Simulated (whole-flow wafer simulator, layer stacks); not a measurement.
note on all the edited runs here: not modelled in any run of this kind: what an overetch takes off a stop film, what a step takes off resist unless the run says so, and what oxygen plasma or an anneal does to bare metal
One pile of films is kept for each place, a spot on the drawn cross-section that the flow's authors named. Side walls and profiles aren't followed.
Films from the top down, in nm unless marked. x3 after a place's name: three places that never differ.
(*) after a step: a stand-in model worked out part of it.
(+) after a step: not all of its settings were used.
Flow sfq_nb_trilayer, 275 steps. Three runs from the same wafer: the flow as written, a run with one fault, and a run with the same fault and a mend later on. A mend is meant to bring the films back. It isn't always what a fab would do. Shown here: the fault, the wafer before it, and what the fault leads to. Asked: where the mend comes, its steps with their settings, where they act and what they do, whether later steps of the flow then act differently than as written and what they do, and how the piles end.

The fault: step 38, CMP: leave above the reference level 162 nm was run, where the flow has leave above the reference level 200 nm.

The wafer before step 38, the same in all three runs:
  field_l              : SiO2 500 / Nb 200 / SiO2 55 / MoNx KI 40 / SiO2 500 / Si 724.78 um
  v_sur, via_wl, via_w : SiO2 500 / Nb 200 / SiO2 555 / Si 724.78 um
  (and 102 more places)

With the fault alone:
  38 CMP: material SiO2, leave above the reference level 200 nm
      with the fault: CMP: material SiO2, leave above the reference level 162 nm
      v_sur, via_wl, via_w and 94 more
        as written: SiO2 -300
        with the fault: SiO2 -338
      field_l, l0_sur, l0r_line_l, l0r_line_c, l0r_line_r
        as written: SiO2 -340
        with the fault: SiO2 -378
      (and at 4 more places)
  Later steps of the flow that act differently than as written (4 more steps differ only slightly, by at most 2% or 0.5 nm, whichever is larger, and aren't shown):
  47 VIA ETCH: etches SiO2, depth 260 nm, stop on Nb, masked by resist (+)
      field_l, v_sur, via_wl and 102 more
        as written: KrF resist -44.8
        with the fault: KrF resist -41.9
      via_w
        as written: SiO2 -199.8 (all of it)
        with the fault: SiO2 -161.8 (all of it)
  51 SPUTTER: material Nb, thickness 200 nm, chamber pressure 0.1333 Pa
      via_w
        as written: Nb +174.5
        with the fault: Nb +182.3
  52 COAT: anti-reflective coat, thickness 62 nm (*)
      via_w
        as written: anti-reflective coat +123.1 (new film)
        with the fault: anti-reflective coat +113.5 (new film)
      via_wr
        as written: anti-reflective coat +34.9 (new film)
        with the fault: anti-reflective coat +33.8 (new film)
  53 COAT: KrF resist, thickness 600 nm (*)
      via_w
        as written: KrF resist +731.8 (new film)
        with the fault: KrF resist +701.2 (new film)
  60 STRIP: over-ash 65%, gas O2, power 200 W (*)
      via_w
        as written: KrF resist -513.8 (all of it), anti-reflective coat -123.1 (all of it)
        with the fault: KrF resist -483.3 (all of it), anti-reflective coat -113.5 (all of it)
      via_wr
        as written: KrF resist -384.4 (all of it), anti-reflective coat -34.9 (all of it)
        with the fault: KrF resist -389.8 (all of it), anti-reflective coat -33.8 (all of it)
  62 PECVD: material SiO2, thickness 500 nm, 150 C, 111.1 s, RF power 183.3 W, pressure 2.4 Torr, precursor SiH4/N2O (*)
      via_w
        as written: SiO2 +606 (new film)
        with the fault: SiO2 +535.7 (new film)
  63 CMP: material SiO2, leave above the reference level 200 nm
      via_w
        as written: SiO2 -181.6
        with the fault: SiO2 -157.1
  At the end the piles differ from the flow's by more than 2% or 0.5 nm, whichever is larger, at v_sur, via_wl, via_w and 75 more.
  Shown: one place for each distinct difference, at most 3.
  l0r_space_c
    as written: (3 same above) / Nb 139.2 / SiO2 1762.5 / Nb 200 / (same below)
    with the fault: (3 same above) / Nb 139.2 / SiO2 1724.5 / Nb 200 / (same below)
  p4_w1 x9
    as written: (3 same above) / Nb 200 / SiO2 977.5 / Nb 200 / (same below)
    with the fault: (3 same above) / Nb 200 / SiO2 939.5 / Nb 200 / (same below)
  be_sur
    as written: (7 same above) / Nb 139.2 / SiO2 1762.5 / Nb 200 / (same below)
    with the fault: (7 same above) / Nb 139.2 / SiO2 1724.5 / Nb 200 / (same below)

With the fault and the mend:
  The mend comes after step 45.
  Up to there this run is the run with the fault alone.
  45a STRIP: over-ash 65%, gas O2, power 200 W (*)
      field_l, v_sur, via_wl and 102 more
        KrF resist -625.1 (all of it), anti-reflective coat -62 (all of it)
      via_w
        anti-reflective coat -62 (all of it)
  45b PECVD: material SiO2, thickness 38 nm, 150 C, 8.444 s, RF power 183.3 W, pressure 2.4 Torr, precursor SiH4/N2O (the flow's step 37 once more, with other settings)
      field_l, v_sur, via_wl and 103 more
        SiO2 +38
  45c COAT: anti-reflective coat, thickness 62 nm (the flow's step 40 once more)
      field_l, v_sur, via_wl and 103 more
        anti-reflective coat +62 (new film)
  45d COAT: KrF resist, thickness 650 nm (the flow's step 41 once more)
      field_l, v_sur, via_wl and 103 more
        KrF resist +650 (new film)
  45e SOFTBAKE: KrF resist (the flow's step 42 once more)
      changes no film at any place that is followed
  45f EXPOSE: photomask I0, dose 11.91 mJ/cm2, NA 0.6, wavelength 248 nm (*) (the flow's step 43 once more)
      changes no film at any place that is followed
  45g PEB: KrF resist, 90 s (the flow's step 44 once more)
      field_l, v_sur, via_wl and 103 more
        KrF resist -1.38
  45h DEVELOP: KrF resist, thickness 650 nm, 60 s (the flow's step 45 once more)
      field_l, v_sur, via_wl and 102 more
        KrF resist -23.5
      via_w
        KrF resist -648.6 (all of it)
  No later step of the flow acts differently than as written at any place that is followed.
  At the end the piles are the same as the flow's at every place that both follow.
